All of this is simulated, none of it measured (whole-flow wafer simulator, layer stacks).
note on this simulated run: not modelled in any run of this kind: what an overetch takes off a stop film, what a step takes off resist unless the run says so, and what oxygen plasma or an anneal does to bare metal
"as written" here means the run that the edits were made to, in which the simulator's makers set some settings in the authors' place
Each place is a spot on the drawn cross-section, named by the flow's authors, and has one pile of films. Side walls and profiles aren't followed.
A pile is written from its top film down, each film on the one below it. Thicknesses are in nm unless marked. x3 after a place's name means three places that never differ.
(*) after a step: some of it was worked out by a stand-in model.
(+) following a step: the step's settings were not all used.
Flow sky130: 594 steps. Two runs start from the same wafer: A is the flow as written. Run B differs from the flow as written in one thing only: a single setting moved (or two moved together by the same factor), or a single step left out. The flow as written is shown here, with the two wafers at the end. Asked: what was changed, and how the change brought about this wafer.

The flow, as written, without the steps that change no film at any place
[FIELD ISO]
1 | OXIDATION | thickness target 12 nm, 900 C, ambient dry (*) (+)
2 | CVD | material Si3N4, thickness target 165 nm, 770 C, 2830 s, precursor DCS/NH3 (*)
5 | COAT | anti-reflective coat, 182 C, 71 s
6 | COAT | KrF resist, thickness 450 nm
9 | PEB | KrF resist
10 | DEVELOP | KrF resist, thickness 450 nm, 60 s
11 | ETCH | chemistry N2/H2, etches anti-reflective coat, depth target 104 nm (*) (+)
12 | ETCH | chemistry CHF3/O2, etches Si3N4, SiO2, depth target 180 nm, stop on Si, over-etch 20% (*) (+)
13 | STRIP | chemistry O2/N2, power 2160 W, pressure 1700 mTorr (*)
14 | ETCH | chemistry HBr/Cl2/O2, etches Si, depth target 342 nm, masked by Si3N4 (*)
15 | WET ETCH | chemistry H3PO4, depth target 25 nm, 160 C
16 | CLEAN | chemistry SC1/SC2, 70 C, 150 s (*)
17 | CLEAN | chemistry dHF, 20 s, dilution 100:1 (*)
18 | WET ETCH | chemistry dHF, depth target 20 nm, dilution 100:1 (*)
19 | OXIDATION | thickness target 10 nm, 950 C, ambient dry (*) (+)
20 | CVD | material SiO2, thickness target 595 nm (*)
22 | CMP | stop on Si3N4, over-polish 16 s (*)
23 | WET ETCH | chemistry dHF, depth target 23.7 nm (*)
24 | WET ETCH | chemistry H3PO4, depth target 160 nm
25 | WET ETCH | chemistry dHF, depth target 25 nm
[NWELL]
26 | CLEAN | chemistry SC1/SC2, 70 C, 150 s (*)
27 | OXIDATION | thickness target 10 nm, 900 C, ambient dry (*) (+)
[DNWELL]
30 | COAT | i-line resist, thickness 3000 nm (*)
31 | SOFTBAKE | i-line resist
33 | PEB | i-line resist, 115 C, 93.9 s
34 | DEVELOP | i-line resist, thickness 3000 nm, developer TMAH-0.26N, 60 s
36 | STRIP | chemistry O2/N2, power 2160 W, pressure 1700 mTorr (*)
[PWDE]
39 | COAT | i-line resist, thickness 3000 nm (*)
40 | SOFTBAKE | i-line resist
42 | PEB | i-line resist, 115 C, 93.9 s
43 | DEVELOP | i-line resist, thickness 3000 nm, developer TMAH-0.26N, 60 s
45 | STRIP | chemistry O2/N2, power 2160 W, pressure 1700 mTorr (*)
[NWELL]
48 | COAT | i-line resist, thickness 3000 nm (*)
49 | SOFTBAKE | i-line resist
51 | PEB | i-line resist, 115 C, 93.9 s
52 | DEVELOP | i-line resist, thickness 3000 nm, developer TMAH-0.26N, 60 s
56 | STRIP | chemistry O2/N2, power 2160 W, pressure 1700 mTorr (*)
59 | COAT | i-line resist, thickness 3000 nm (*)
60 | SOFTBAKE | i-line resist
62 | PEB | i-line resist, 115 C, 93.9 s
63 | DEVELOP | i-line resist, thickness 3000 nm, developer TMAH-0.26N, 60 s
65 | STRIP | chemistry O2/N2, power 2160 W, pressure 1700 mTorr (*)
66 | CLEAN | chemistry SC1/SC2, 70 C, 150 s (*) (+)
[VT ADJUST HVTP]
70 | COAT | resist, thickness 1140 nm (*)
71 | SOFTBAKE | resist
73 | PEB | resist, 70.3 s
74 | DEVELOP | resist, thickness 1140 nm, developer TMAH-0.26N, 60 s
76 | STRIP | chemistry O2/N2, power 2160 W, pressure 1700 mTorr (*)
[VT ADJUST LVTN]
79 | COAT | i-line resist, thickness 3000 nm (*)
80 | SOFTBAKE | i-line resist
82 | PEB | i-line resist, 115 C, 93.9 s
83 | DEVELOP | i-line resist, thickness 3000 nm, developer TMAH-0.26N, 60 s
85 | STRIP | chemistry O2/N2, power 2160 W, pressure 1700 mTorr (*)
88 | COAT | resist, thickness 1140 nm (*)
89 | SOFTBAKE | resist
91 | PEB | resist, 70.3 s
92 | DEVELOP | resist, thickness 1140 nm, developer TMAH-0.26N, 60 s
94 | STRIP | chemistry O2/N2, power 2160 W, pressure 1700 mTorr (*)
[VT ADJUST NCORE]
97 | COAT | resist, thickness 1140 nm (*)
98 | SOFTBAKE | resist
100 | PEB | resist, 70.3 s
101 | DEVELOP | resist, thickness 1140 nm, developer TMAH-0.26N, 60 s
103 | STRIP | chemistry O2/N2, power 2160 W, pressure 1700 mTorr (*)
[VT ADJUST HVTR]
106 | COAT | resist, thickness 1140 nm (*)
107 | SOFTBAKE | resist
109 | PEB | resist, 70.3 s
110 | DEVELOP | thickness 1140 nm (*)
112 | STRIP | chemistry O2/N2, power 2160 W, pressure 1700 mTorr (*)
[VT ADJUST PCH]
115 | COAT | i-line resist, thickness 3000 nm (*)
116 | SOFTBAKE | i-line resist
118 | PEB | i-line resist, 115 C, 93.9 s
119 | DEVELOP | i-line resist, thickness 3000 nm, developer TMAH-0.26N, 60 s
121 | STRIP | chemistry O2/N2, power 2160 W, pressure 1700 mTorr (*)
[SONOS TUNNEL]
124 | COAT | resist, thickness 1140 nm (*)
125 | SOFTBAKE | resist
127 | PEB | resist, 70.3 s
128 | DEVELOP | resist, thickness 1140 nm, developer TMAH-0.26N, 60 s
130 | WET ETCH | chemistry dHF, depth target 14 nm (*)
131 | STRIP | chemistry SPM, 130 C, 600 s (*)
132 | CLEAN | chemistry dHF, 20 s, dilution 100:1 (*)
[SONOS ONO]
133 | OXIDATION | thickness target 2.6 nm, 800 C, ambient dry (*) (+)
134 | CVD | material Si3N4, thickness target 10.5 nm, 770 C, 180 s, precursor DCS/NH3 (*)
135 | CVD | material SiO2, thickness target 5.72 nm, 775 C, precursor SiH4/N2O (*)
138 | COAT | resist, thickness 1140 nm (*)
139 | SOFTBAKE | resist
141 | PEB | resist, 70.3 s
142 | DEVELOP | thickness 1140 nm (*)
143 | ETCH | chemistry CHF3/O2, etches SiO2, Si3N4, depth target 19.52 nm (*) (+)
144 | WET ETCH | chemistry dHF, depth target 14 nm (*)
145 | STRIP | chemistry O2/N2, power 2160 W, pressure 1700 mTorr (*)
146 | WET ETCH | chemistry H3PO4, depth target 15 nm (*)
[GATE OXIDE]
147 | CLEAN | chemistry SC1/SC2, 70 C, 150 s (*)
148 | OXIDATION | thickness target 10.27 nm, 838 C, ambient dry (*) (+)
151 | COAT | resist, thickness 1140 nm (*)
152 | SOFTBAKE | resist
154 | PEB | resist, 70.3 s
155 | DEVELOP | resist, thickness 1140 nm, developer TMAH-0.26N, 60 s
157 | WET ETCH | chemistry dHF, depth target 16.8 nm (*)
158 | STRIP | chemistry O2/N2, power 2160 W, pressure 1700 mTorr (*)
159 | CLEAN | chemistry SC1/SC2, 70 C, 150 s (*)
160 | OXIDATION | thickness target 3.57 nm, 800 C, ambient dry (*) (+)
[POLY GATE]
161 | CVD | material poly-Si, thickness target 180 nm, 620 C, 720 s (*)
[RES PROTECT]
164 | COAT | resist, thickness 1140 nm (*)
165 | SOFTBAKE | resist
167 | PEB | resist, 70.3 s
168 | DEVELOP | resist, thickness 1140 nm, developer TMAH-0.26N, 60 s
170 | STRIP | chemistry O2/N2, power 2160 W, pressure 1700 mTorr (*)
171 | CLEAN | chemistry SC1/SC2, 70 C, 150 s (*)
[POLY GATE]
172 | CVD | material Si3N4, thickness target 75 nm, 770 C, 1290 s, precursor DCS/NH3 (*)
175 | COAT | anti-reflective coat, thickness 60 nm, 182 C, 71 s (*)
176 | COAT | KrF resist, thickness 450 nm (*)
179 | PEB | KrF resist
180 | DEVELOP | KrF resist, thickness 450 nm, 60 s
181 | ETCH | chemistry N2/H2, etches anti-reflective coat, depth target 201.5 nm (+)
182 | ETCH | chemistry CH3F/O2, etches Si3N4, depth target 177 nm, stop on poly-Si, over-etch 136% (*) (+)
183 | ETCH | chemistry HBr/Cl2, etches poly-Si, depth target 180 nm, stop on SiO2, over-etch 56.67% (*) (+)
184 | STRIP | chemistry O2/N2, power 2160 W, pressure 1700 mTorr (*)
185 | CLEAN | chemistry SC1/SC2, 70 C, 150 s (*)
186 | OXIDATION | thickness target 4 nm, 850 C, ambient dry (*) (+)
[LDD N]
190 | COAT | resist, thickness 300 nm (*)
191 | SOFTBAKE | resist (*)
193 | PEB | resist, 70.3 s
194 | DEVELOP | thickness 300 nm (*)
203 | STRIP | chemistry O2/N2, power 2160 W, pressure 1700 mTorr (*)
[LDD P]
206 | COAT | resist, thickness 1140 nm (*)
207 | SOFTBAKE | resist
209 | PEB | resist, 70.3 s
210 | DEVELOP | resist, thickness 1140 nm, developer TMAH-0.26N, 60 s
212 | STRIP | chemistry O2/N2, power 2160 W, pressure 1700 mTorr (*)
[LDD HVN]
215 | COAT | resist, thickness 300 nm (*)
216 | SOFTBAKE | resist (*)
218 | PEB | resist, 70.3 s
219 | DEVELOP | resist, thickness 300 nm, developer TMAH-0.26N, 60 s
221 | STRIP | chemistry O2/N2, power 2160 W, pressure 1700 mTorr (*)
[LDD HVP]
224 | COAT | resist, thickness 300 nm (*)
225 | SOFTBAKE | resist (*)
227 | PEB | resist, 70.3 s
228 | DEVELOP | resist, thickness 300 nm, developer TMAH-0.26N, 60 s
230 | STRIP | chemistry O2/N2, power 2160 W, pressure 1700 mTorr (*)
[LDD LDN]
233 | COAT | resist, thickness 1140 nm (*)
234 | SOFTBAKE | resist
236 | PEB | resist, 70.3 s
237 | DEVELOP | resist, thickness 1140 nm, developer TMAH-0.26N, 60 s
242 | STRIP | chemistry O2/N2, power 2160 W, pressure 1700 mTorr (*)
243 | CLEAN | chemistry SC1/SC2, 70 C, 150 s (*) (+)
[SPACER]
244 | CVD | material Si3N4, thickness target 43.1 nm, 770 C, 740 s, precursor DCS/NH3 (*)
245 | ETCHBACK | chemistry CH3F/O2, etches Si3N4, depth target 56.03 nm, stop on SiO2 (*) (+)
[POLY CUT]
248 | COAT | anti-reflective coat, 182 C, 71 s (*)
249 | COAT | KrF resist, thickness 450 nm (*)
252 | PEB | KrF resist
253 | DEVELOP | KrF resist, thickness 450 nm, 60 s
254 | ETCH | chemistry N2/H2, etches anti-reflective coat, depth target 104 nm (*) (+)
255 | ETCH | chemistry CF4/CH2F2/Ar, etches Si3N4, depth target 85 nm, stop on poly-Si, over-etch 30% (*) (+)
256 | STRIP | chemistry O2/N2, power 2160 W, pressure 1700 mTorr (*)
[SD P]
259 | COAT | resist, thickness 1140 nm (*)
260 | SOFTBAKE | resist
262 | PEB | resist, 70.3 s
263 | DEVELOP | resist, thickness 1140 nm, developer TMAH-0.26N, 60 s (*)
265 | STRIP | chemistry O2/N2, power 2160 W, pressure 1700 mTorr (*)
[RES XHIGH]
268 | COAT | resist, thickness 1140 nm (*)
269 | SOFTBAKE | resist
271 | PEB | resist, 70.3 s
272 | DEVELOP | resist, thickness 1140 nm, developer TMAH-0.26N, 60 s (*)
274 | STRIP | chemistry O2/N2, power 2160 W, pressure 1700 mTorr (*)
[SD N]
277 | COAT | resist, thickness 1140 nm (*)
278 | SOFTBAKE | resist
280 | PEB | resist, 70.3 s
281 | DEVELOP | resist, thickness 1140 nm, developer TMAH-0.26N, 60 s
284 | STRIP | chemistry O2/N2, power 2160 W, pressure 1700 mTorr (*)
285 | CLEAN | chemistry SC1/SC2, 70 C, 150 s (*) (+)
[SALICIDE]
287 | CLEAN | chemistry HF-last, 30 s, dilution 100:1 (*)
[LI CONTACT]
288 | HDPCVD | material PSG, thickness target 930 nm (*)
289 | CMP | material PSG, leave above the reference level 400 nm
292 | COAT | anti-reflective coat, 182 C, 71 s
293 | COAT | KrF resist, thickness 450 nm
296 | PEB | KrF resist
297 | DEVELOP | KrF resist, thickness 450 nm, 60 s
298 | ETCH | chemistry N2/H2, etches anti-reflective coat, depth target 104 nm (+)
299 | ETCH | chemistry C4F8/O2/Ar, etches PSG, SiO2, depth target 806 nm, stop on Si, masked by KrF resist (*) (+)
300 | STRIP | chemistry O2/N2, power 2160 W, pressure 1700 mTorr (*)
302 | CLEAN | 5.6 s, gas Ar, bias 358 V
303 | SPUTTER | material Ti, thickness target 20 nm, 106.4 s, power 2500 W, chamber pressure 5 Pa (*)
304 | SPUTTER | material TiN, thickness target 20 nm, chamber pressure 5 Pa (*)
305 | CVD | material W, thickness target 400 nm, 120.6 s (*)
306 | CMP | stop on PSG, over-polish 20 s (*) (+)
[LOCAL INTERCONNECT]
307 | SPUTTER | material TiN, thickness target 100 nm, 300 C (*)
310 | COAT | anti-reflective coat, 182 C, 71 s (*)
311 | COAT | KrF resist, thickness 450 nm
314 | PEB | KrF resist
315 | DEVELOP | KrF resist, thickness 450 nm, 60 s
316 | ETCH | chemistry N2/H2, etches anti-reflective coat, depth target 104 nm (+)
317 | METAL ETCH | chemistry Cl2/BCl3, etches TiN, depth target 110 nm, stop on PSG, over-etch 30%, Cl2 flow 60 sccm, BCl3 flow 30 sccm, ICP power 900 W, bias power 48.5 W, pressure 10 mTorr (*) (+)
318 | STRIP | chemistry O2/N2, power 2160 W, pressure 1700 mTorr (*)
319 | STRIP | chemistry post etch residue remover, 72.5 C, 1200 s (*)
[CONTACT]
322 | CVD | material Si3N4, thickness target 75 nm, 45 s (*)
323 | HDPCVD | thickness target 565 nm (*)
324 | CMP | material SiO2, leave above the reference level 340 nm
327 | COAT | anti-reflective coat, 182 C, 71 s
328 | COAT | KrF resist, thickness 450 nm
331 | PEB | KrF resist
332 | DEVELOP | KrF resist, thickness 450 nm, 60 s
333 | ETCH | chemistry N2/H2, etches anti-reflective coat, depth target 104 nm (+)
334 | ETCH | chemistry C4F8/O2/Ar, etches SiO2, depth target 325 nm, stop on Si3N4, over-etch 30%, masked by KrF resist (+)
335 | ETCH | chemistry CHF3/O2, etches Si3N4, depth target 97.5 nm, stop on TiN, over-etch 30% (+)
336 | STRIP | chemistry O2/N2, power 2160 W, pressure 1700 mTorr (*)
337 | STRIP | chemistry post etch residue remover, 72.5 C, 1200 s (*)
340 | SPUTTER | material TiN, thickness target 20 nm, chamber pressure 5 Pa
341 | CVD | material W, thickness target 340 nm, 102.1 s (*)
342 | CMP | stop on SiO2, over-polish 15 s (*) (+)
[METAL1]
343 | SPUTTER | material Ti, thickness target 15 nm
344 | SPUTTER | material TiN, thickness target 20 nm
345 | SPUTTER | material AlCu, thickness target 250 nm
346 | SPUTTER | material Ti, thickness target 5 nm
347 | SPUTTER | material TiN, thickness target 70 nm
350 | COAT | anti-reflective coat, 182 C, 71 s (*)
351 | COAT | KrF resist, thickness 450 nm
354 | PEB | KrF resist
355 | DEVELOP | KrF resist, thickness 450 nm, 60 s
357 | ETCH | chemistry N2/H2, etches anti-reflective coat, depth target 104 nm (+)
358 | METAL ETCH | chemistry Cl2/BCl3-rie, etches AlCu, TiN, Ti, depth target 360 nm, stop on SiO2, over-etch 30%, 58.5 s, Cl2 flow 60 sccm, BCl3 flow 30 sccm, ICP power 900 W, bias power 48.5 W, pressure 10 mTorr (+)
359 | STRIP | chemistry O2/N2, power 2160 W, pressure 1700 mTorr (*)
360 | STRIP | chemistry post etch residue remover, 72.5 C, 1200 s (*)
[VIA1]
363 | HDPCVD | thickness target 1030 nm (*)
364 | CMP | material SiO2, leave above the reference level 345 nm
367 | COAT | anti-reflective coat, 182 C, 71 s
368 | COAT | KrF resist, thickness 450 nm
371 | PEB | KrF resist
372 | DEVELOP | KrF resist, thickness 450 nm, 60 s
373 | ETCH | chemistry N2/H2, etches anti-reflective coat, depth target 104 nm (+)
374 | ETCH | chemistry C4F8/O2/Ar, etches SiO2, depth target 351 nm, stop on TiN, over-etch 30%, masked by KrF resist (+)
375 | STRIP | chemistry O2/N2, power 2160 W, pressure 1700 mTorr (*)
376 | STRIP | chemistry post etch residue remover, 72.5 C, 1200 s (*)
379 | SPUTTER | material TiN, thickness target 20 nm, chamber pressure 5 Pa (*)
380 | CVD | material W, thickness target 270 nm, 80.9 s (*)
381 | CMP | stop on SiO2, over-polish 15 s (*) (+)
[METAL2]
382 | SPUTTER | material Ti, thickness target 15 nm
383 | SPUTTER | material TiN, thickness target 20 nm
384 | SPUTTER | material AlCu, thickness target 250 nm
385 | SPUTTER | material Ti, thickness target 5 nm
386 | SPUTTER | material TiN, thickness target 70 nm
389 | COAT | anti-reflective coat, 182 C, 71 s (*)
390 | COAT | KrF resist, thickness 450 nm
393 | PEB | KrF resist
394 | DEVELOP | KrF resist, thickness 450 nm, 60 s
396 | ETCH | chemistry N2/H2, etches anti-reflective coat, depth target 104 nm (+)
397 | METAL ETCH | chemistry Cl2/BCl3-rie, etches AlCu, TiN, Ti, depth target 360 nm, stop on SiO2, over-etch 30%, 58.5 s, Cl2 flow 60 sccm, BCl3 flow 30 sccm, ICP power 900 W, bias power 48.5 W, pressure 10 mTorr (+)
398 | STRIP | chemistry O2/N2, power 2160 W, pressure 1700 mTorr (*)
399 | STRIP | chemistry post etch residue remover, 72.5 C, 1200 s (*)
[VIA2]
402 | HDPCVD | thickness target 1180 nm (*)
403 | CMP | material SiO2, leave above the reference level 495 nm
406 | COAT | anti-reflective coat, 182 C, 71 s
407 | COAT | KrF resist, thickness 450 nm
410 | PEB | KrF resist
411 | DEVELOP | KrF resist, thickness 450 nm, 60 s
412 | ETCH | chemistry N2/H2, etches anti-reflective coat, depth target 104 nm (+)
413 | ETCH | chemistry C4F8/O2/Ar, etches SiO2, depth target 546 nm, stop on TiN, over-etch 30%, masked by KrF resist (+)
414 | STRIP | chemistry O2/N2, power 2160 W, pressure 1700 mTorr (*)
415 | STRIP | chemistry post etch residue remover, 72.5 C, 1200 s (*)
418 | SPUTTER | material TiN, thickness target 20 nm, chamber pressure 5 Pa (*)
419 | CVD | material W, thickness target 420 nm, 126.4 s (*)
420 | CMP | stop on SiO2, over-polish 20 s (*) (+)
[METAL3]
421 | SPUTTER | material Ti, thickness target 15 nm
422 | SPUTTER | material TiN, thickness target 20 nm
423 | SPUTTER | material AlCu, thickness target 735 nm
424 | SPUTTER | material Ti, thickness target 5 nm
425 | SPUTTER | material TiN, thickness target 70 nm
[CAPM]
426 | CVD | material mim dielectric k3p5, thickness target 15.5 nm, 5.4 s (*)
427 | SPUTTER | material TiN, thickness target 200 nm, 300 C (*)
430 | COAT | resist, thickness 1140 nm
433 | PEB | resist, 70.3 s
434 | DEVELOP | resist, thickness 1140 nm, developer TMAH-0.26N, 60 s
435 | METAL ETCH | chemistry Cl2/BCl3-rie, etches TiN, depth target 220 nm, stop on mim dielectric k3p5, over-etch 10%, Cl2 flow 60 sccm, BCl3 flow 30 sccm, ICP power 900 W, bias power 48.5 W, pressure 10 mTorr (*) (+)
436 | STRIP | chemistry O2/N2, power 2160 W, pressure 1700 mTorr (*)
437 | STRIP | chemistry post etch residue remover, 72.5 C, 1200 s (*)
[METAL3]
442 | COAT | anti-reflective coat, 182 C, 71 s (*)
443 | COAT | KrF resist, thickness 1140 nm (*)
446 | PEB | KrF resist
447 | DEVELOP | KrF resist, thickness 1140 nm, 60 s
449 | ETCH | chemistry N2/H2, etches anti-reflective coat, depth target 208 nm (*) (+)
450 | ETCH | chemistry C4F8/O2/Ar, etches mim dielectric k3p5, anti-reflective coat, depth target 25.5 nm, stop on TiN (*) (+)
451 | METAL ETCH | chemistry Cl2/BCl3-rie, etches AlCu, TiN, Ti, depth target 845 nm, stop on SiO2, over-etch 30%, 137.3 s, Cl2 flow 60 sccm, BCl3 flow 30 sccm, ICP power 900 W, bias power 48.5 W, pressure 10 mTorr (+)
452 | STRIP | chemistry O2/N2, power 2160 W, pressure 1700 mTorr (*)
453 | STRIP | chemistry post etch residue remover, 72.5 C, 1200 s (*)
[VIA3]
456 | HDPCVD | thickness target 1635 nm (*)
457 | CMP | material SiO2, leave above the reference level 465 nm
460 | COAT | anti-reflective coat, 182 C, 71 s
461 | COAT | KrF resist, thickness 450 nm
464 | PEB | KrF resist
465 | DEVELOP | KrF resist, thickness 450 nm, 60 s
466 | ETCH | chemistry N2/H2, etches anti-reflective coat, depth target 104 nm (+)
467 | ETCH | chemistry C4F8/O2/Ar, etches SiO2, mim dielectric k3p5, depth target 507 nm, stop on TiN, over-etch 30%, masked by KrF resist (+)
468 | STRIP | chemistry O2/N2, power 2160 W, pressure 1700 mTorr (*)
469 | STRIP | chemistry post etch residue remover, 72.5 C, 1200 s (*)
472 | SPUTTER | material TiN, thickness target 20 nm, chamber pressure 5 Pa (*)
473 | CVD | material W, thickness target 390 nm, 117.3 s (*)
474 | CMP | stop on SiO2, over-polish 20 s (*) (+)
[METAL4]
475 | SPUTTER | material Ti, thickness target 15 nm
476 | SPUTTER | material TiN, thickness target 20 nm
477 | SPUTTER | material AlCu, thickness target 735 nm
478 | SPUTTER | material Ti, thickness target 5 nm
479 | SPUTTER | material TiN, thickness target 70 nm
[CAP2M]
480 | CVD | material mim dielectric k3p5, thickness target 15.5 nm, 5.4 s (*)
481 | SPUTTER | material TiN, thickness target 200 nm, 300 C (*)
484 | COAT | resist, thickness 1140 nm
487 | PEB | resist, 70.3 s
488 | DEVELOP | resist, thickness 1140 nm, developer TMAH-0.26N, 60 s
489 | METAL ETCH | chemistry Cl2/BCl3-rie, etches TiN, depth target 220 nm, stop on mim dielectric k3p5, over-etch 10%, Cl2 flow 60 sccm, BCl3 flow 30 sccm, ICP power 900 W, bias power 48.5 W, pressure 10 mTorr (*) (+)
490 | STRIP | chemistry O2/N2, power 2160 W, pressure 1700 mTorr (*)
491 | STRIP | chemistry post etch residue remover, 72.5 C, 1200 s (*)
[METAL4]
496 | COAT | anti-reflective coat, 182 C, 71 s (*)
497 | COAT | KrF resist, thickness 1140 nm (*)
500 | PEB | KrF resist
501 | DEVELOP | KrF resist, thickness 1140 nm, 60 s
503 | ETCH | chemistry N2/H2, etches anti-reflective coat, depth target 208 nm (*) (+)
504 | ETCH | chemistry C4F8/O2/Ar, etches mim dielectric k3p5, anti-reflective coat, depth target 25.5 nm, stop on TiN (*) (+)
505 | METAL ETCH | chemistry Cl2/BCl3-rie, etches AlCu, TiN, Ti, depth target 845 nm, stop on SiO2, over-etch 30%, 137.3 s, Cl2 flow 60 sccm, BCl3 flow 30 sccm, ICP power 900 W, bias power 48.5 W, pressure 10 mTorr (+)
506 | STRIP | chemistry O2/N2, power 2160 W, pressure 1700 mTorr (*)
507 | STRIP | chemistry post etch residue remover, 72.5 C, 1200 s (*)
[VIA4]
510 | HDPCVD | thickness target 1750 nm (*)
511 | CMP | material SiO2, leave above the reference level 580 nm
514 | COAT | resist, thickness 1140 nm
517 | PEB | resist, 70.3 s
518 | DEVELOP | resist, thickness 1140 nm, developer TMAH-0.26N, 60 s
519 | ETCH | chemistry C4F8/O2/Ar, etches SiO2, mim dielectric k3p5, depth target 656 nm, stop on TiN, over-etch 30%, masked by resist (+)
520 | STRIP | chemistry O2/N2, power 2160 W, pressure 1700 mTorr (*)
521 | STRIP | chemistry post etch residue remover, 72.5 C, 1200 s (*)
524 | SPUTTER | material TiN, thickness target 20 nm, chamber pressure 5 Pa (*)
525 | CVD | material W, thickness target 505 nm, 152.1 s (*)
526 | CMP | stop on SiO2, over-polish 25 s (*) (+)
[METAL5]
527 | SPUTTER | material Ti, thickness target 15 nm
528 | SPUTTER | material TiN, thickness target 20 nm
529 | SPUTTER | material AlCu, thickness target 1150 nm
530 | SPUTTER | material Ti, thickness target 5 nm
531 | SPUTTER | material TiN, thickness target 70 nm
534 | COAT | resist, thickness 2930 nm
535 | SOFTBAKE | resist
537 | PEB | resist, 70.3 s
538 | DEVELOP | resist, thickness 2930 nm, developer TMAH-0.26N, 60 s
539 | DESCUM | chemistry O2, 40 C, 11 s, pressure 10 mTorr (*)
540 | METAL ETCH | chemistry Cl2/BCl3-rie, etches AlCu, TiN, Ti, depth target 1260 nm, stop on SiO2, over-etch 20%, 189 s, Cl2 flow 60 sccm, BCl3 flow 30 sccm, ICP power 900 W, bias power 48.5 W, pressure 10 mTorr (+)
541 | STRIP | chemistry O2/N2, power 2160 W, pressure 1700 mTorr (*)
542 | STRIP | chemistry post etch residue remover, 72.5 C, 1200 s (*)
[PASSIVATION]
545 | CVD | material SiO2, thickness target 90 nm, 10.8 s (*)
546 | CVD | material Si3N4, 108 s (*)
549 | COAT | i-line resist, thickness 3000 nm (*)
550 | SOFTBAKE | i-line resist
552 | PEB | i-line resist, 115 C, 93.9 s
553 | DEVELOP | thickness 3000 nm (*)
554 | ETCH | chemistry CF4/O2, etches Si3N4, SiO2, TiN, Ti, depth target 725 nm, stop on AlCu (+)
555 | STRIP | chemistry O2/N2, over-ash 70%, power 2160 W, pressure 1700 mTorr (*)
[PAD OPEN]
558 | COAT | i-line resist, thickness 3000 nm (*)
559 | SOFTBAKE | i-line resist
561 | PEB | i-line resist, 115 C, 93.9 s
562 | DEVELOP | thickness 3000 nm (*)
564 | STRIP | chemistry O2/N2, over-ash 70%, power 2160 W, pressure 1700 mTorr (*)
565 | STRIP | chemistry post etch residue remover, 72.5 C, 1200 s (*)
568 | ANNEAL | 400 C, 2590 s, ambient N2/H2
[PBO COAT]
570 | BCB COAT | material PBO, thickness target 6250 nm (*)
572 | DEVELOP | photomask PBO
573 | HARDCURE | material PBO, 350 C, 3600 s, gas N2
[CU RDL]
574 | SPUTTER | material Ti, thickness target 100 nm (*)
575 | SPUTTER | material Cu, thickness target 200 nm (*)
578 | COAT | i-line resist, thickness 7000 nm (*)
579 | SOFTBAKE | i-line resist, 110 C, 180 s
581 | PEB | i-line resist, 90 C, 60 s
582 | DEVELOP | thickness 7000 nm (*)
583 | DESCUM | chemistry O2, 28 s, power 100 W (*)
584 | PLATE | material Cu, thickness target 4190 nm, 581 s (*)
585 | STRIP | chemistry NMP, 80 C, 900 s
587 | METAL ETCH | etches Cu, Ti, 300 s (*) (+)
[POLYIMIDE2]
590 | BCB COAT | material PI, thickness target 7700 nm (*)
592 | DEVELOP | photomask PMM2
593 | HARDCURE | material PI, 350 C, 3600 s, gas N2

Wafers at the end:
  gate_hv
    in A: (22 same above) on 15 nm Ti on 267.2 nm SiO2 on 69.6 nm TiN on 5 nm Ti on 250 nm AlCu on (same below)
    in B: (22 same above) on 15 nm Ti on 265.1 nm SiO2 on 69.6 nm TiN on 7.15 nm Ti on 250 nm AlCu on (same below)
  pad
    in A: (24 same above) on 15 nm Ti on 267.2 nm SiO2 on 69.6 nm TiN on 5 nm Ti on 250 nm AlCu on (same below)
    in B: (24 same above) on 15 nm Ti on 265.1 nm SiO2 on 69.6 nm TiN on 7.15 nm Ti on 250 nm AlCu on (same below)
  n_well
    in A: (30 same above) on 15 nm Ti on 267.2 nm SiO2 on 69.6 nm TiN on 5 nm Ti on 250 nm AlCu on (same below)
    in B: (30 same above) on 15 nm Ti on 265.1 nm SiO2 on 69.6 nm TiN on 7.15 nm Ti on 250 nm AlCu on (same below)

The reason: step 346, SPUTTER: thickness target 7.15 nm was run, whereas the flow has thickness target 5 nm.
The wafer lets one read it off: gate_hv has Ti 7.15, and step 346 as written asks for 5 nm.

Step by step, how the change led to this:
  346 | SPUTTER | material Ti, thickness target 5 nm
      field, active, n_well and 188 more: A Ti gains 5 (new film) | B Ti gains 7.15 (new film)
  358 | METAL ETCH | chemistry Cl2/BCl3-rie, etches AlCu, TiN, Ti, depth target 360 nm, stop on SiO2, over-etch 30%, 58.5 s, Cl2 flow 60 sccm, BCl3 flow 30 sccm, ICP power 900 W, bias power 48.5 W, pressure 10 mTorr (+)
      field, active, gate and 81 more: A TiN loses 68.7 (all of it), Ti loses 5 (all of it), AlCu loses 250 (all of it), TiN loses 20 (all of it), Ti loses 15 (all of it), SiO2 loses 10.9 | B TiN loses 68.7 (all of it), Ti loses 7.15 (all of it), AlCu loses 250 (all of it), TiN loses 20 (all of it), Ti loses 15 (all of it), SiO2 loses 10.7
